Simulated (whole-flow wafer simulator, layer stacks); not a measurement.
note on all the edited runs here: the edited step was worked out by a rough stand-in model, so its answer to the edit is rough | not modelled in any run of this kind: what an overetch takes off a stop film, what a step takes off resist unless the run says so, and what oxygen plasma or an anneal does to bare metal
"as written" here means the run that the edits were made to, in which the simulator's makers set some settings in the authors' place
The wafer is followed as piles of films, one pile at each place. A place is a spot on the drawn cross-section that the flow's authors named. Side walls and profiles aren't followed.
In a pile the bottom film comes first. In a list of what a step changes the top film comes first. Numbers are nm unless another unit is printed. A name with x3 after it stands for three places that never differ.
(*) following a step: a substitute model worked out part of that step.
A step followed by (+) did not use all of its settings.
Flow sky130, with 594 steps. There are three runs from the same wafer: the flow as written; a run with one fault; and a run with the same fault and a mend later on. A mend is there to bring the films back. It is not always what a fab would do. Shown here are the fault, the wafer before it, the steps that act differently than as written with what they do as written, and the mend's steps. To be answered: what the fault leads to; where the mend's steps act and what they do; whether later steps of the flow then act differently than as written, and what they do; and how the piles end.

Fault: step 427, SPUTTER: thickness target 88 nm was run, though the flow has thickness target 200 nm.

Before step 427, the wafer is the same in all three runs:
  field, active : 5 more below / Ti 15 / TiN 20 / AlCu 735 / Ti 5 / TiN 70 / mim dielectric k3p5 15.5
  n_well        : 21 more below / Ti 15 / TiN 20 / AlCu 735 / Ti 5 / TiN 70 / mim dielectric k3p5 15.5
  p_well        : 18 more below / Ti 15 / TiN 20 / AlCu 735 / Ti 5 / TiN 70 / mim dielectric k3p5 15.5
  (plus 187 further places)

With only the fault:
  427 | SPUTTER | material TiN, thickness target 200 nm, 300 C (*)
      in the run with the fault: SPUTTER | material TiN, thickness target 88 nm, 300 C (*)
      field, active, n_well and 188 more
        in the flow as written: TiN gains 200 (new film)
        in the run with the fault: TiN gains 88 (new film)
  Steps later in the flow that act otherwise than as written (2 more steps, not shown, differ only slightly: by at most 2% or 0.5 nm, whichever is larger):
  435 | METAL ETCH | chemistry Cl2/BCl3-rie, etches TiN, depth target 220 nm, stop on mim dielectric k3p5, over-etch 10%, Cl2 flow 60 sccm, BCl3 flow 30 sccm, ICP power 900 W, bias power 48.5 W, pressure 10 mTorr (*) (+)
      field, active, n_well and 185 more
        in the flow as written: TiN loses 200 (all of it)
        in the run with the fault: TiN loses 88 (all of it)
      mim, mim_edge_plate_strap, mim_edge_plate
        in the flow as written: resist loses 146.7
        in the run with the fault: resist loses 64.5
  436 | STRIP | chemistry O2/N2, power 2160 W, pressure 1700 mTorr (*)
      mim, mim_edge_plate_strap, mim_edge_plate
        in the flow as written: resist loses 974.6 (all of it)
        in the run with the fault: resist loses 1056.7 (all of it)
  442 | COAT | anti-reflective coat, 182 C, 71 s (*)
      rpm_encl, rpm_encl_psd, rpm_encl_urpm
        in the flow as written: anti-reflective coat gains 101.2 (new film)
        in the run with the fault: anti-reflective coat gains 97.4 (new film)
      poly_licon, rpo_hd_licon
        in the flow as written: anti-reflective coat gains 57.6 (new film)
        in the run with the fault: anti-reflective coat gains 82.4 (new film)
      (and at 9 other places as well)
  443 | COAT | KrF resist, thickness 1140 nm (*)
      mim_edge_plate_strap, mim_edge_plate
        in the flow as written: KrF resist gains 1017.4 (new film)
        in the run with the fault: KrF resist gains 1129.4 (new film)
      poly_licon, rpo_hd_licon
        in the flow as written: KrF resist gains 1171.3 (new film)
        in the run with the fault: KrF resist gains 1142.9 (new film)
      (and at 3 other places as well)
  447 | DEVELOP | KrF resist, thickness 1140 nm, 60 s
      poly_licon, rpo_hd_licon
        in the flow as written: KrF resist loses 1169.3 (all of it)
        in the run with the fault: KrF resist loses 1141 (all of it)
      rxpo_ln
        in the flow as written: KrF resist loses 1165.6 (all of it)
        in the run with the fault: KrF resist loses 1136.5 (all of it)
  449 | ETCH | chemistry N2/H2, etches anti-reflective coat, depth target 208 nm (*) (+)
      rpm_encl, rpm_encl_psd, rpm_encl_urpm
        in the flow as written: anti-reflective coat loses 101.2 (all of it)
        in the run with the fault: anti-reflective coat loses 97.4 (all of it)
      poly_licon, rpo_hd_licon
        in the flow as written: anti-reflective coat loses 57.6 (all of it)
        in the run with the fault: anti-reflective coat loses 82.4 (all of it)
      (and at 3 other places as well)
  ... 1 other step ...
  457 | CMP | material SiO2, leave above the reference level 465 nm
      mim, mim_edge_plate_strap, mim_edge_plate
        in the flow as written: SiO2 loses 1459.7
        in the run with the fault: SiO2 loses 1347.7
  The piles end different from the flow's at mim, mim_edge_plate_strap, mim_edge_plate by more than 2% or 0.5 nm, whichever is larger.
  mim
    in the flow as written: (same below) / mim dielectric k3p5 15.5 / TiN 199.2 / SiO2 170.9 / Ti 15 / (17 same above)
    in the run with the fault: (same below) / mim dielectric k3p5 15.5 / TiN 87.2 / SiO2 282.9 / Ti 15 / (17 same above)
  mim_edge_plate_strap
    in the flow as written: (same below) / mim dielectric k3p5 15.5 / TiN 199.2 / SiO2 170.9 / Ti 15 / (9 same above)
    in the run with the fault: (same below) / mim dielectric k3p5 15.5 / TiN 87.2 / SiO2 282.9 / Ti 15 / (9 same above)
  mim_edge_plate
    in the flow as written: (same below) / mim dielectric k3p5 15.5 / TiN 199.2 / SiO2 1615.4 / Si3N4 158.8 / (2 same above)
    in the run with the fault: (same below) / mim dielectric k3p5 15.5 / TiN 87.2 / SiO2 1727.4 / Si3N4 158.8 / (2 same above)

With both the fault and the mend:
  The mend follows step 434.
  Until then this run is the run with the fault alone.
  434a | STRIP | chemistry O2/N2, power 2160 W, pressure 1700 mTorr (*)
      mim, mim_edge_plate_strap, mim_edge_plate
        resist loses 1121.3 (all of it)
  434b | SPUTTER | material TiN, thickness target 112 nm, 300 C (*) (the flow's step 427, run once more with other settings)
      field, active, n_well and 188 more
        TiN gains 112
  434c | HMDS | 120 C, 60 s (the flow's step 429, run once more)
      leaves every film unchanged at each place that is followed
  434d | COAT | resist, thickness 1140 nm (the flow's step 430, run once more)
      field, active, n_well and 186 more
        resist gains 1140 (new film)
      m1, via2_hole
        resist gains 1140.6 (new film)
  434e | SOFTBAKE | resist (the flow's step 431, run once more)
      leaves every film unchanged at each place that is followed
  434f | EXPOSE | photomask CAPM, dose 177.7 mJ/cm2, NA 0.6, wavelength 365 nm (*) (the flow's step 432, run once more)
      leaves every film unchanged at each place that is followed
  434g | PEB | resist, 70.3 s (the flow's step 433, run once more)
      field, active, n_well and 188 more
        resist loses 18.7
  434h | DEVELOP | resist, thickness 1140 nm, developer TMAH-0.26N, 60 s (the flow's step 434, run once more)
      field, active, n_well and 183 more
        resist loses 1121.3 (all of it)
      m1, via2_hole
        resist loses 1121.9 (all of it)
  Every later step of the flow that is run acts as written at every place that is followed.
  At every place that both follow, the piles at the end match the flow's.
